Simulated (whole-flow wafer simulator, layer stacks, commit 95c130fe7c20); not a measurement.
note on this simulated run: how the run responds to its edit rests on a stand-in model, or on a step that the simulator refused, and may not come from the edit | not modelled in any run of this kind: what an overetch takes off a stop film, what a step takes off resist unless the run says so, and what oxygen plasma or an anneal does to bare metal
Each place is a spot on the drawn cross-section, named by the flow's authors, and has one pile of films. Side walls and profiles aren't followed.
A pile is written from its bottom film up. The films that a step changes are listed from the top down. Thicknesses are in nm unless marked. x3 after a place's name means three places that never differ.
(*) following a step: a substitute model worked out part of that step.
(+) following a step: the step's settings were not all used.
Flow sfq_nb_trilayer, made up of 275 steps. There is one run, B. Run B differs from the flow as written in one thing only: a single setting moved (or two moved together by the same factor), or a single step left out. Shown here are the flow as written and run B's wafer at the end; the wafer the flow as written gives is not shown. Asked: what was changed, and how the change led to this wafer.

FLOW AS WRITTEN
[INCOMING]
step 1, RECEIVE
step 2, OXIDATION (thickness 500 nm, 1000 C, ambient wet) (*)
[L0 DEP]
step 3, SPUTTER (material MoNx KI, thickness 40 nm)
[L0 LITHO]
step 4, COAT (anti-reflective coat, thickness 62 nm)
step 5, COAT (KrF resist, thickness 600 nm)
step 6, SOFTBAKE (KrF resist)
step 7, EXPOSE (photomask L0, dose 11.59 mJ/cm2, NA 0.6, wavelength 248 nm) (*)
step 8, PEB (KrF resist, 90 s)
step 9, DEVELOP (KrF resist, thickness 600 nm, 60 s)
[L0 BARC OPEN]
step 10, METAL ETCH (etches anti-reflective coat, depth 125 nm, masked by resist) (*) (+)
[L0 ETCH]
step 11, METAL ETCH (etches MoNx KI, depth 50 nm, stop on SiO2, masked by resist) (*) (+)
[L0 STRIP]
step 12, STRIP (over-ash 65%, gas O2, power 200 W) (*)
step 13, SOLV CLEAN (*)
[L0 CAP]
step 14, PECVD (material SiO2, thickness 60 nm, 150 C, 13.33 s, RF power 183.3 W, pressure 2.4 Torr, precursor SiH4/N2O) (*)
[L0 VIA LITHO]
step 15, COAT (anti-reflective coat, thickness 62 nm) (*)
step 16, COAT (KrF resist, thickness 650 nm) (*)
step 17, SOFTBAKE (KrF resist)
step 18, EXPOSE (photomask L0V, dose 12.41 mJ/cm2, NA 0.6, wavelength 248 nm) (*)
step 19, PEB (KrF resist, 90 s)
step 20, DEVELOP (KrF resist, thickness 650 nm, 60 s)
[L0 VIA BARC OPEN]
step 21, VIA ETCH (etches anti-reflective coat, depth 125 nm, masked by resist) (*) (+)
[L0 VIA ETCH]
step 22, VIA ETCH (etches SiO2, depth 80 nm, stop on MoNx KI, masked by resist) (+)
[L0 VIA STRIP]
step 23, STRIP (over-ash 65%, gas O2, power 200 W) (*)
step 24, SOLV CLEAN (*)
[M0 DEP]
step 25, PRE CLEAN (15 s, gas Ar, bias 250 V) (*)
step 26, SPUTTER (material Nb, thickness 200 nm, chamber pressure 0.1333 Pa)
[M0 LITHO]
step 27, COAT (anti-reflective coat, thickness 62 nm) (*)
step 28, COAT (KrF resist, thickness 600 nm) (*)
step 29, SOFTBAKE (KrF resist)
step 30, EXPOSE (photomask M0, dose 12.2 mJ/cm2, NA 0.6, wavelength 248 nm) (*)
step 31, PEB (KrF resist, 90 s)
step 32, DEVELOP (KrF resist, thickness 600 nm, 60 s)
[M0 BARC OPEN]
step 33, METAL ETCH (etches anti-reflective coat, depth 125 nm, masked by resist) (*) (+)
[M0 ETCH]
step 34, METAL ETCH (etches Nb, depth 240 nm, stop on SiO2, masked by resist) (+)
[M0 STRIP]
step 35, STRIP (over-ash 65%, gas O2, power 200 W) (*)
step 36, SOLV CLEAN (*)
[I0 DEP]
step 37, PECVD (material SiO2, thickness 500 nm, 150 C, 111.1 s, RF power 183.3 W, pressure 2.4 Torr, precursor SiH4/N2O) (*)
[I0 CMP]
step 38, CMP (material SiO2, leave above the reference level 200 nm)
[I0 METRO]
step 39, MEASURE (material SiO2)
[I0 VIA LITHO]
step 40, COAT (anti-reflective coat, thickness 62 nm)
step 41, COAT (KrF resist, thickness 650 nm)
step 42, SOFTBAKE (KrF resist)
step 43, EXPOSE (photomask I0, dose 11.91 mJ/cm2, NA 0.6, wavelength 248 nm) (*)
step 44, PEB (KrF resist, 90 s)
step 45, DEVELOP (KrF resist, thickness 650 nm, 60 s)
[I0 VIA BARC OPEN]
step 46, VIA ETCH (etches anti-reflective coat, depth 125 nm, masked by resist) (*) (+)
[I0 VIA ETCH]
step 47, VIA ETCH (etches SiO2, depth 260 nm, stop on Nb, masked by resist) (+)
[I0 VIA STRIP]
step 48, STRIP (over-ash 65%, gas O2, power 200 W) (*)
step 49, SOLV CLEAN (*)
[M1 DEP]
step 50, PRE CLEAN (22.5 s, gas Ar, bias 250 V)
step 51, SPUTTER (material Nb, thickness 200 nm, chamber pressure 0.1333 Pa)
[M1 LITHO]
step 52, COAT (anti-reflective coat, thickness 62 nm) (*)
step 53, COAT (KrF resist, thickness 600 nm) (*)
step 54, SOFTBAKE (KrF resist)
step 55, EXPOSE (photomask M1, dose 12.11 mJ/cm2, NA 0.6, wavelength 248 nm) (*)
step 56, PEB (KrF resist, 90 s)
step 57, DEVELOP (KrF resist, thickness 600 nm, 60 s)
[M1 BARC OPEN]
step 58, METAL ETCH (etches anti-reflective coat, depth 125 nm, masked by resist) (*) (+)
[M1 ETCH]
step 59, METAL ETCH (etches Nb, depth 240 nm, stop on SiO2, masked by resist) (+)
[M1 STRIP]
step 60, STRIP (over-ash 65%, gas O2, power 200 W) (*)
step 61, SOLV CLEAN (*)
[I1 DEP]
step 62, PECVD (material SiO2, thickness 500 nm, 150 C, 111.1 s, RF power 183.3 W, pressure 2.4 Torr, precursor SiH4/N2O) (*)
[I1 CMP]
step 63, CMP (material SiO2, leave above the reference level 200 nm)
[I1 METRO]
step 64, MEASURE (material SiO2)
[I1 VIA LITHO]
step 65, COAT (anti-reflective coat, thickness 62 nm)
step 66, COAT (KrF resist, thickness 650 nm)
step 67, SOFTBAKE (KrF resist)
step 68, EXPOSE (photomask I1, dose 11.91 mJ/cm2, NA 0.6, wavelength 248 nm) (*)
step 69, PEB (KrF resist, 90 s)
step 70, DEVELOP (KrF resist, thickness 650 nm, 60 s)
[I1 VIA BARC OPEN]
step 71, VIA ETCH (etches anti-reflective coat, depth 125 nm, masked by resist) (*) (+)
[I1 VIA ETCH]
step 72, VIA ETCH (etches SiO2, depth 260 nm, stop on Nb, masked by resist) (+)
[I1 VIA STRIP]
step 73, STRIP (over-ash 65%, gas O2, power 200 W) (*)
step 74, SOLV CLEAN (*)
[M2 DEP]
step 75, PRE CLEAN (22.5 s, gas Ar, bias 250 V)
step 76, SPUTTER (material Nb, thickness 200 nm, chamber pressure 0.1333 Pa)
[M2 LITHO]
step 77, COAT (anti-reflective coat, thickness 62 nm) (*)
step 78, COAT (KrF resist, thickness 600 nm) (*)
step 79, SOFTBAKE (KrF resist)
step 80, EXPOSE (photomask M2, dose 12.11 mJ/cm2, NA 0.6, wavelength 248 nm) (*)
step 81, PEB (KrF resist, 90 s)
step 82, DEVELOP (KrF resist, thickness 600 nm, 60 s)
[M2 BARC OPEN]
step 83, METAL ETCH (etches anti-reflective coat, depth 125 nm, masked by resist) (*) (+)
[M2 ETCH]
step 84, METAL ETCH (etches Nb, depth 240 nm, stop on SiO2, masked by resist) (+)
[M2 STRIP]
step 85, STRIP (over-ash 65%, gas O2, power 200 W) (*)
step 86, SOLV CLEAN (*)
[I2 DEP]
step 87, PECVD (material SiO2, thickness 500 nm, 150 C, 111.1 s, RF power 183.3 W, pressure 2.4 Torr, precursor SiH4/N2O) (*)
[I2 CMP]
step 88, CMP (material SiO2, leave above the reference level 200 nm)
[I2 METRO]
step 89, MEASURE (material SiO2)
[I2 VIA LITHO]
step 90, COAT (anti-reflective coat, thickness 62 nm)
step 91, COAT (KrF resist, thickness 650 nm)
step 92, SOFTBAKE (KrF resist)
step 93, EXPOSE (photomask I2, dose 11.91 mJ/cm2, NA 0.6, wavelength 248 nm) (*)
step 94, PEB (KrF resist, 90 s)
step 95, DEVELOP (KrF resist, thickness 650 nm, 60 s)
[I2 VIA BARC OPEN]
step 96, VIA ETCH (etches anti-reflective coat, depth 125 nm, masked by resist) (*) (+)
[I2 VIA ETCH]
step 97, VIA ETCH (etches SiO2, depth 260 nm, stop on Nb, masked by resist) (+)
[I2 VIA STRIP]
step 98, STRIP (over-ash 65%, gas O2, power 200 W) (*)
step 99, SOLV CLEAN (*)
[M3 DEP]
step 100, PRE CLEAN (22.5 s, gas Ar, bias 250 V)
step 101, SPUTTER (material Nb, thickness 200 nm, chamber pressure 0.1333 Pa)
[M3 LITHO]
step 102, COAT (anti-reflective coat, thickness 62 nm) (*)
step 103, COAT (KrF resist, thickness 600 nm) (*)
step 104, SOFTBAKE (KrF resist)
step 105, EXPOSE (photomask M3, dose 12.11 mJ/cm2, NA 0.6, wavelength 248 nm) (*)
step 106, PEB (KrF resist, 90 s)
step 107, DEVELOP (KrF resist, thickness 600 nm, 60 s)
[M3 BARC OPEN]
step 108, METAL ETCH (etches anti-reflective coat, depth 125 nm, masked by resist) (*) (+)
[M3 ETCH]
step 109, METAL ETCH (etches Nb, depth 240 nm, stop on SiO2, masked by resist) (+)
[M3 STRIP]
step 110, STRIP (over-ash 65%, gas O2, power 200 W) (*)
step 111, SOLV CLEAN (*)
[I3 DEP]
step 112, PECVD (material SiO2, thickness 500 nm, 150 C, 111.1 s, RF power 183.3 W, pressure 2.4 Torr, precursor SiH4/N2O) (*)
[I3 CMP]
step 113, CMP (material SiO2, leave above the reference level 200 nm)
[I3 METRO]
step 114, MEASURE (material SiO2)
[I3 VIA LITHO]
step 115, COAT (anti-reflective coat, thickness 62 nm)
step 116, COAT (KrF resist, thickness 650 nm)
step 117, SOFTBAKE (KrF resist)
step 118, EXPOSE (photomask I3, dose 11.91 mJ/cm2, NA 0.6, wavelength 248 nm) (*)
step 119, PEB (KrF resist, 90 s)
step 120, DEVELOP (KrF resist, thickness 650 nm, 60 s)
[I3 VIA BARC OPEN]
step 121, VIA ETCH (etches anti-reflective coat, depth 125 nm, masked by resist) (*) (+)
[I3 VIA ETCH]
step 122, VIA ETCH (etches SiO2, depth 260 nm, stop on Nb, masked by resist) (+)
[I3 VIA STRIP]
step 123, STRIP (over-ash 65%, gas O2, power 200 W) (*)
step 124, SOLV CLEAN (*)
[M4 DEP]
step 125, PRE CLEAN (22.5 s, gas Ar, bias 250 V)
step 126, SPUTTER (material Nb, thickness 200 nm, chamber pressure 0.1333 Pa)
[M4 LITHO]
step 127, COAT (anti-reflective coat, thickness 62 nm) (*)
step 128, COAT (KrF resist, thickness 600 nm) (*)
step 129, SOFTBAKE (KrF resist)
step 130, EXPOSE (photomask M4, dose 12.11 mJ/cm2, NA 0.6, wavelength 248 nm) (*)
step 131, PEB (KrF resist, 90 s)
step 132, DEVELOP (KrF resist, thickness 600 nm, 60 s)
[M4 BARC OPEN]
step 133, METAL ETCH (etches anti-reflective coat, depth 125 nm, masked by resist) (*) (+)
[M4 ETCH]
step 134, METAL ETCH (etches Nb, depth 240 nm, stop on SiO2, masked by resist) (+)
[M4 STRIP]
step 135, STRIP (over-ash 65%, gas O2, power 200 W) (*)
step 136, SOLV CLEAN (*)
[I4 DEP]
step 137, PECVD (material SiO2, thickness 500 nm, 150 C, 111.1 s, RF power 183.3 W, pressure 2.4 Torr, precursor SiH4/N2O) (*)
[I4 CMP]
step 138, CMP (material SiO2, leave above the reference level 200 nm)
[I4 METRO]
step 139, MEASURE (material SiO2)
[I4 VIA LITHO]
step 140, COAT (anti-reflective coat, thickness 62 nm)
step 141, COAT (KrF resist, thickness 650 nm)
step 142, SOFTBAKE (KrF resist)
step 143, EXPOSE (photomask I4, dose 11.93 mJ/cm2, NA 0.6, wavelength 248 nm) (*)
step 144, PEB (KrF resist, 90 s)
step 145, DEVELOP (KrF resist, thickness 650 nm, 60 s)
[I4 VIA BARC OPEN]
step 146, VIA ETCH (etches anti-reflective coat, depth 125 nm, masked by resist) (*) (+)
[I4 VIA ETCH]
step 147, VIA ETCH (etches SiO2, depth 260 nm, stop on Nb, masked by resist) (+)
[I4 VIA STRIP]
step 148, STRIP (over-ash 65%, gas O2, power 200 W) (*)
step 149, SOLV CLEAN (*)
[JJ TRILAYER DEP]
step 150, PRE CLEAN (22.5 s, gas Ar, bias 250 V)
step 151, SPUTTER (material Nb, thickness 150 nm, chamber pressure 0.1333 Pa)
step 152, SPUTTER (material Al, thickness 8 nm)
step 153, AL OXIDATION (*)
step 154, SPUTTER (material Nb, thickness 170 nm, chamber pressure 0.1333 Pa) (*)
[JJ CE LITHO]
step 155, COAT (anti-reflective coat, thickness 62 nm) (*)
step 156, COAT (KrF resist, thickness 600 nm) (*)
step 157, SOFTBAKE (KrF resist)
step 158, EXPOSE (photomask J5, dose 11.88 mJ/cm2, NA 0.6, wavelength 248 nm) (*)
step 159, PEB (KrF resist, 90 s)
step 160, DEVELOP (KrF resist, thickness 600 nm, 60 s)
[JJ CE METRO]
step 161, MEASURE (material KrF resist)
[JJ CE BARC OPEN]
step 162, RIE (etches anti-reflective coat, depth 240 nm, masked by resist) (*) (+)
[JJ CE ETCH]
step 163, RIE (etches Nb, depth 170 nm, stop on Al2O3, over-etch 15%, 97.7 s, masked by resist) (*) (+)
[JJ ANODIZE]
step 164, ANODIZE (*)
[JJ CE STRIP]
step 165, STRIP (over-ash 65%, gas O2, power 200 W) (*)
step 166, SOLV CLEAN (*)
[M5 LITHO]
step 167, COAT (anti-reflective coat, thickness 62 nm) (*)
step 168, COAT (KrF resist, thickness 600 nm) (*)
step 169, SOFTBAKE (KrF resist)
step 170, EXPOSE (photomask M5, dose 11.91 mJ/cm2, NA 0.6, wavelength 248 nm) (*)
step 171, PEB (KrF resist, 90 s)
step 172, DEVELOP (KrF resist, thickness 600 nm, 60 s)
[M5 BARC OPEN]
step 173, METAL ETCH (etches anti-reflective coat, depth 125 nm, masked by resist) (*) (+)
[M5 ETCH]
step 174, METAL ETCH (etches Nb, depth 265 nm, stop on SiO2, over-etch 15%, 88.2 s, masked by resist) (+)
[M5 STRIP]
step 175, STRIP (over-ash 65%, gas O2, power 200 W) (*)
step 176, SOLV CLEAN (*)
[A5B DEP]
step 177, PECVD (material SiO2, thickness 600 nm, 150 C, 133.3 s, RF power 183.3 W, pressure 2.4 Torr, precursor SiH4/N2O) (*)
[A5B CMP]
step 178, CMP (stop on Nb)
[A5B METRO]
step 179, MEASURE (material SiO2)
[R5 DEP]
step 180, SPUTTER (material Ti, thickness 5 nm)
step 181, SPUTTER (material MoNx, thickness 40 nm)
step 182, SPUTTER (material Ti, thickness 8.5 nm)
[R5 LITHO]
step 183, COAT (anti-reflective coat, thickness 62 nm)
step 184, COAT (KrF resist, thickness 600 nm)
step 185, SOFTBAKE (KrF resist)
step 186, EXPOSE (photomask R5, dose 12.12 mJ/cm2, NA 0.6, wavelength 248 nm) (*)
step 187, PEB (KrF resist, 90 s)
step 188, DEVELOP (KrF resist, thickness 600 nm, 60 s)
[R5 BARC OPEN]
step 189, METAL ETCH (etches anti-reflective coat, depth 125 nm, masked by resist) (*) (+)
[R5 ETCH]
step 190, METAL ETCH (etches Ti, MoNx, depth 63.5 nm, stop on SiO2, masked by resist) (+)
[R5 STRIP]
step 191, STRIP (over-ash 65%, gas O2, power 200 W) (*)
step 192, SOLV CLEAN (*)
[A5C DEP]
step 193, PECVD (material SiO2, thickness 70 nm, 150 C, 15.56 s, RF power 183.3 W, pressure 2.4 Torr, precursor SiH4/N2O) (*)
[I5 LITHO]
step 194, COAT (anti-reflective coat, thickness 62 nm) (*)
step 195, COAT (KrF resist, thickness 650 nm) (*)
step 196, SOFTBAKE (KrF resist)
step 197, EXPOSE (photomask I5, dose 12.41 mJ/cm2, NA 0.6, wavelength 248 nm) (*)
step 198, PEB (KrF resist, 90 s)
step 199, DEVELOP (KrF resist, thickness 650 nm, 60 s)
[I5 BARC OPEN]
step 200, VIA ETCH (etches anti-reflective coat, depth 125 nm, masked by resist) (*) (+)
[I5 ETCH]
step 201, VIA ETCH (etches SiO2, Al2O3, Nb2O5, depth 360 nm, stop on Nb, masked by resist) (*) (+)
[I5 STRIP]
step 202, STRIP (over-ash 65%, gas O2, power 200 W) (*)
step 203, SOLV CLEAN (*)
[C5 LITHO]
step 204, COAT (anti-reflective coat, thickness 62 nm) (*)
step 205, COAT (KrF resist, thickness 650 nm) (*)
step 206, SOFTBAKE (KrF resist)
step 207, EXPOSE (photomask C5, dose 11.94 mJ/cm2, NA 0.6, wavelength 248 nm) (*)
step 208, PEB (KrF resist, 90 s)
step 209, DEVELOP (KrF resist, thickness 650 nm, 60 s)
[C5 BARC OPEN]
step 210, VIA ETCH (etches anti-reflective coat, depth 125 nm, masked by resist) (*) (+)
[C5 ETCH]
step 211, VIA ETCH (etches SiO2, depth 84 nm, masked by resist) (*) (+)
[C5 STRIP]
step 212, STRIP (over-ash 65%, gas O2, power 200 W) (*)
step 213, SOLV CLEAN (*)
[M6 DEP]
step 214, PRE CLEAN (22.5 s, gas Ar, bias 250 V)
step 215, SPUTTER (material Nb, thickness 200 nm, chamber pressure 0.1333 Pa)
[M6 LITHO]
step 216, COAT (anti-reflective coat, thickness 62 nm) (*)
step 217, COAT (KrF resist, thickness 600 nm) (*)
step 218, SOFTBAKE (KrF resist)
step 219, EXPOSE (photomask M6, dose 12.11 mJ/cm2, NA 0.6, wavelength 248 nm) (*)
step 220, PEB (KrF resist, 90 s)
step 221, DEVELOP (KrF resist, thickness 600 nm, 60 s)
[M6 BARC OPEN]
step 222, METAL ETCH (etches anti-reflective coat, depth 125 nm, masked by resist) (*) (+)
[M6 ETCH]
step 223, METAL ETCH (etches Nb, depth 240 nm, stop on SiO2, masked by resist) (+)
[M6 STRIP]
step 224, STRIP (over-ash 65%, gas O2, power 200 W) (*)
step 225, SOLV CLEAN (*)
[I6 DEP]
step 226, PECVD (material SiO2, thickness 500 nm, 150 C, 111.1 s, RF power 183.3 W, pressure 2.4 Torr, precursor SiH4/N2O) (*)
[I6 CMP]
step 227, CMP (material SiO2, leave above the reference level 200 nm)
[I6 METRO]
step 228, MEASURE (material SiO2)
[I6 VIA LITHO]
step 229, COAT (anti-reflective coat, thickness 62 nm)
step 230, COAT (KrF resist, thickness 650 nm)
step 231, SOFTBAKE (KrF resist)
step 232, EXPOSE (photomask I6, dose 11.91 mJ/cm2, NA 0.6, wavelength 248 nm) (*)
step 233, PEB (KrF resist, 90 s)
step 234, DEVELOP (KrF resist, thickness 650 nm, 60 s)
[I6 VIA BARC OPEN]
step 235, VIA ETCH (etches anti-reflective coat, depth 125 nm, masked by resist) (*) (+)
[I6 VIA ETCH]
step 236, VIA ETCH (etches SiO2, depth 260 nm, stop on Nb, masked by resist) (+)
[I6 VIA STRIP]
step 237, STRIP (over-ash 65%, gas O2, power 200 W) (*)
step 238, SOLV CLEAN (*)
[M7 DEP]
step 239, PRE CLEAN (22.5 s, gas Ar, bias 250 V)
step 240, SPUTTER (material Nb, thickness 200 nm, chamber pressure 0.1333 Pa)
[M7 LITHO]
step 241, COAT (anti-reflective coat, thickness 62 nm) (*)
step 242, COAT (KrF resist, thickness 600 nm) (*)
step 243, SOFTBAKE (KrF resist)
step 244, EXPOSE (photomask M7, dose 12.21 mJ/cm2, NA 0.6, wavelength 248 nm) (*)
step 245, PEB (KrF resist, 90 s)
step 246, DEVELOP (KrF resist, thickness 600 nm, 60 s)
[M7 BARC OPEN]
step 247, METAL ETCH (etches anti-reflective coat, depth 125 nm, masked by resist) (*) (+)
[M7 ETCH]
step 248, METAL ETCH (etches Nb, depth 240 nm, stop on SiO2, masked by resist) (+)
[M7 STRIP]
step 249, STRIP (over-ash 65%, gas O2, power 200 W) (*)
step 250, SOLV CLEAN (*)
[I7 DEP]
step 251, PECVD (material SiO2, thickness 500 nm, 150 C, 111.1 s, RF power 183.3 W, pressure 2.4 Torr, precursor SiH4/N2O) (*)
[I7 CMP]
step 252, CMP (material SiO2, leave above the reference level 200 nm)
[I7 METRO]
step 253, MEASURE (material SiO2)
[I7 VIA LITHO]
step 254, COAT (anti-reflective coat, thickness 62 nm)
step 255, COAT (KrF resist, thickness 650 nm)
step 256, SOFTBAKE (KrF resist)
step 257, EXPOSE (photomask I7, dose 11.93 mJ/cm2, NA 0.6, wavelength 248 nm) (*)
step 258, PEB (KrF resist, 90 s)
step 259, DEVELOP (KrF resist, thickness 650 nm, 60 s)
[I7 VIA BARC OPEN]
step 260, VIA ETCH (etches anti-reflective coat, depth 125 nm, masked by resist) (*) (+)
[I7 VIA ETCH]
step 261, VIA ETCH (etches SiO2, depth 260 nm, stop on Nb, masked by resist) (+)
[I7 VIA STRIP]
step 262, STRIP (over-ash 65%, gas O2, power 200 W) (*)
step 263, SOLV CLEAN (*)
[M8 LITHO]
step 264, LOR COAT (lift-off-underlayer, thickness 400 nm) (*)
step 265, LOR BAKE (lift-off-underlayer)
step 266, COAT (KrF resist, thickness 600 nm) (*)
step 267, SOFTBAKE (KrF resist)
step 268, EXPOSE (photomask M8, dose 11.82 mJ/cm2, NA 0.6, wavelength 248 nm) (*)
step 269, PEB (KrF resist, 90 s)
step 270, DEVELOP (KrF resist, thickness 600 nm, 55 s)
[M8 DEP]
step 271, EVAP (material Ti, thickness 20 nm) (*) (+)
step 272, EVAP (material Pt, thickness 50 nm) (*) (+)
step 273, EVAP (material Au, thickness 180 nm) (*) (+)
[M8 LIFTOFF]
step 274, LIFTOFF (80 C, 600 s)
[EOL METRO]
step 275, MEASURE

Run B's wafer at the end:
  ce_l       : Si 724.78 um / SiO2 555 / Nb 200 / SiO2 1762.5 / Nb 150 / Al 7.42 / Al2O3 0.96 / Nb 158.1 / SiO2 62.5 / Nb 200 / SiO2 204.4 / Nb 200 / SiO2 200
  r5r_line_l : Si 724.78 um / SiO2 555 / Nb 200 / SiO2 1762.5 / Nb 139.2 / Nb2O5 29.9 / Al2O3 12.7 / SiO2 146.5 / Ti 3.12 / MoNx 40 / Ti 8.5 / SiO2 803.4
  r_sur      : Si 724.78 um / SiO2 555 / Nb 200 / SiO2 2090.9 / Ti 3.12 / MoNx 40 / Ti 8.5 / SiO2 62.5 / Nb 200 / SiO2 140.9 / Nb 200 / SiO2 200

Cause: step 180, SPUTTER: thickness 3.12 nm was run, while the flow as written has thickness 5 nm.
The wafer itself shows it: r5r_line_l has Ti 3.12, and step 180 as written asks for 5 nm.

Step by step, how the change led to this:
  step 180, SPUTTER (material Ti, thickness 5 nm)
      field_l, v_sur, via_wl and 103 more: Ti gains 3.12 (new film) (it would be, as written: Ti gains 5 (new film))
  step 190, METAL ETCH (etches Ti, MoNx, depth 63.5 nm, stop on SiO2, masked by resist) (+)
      field_l, v_sur, via_wl and 92 more: Ti loses 8.5 (all of it), MoNx loses 40 (all of it), Ti loses 3.12 (all of it) (it would be, as written: Ti loses 8.5 (all of it), MoNx loses 40 (all of it), Ti loses 5 (all of it))
      ce_l, c5j, ce_r, wl_jj: Ti loses 8.5 (all of it), MoNx loses 40 (all of it), Ti loses 3.12 (all of it), Nb loses 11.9 (it would be, as written: Ti loses 8.5 (all of it), MoNx loses 40 (all of it), Ti loses 5 (all of it), Nb loses 10)
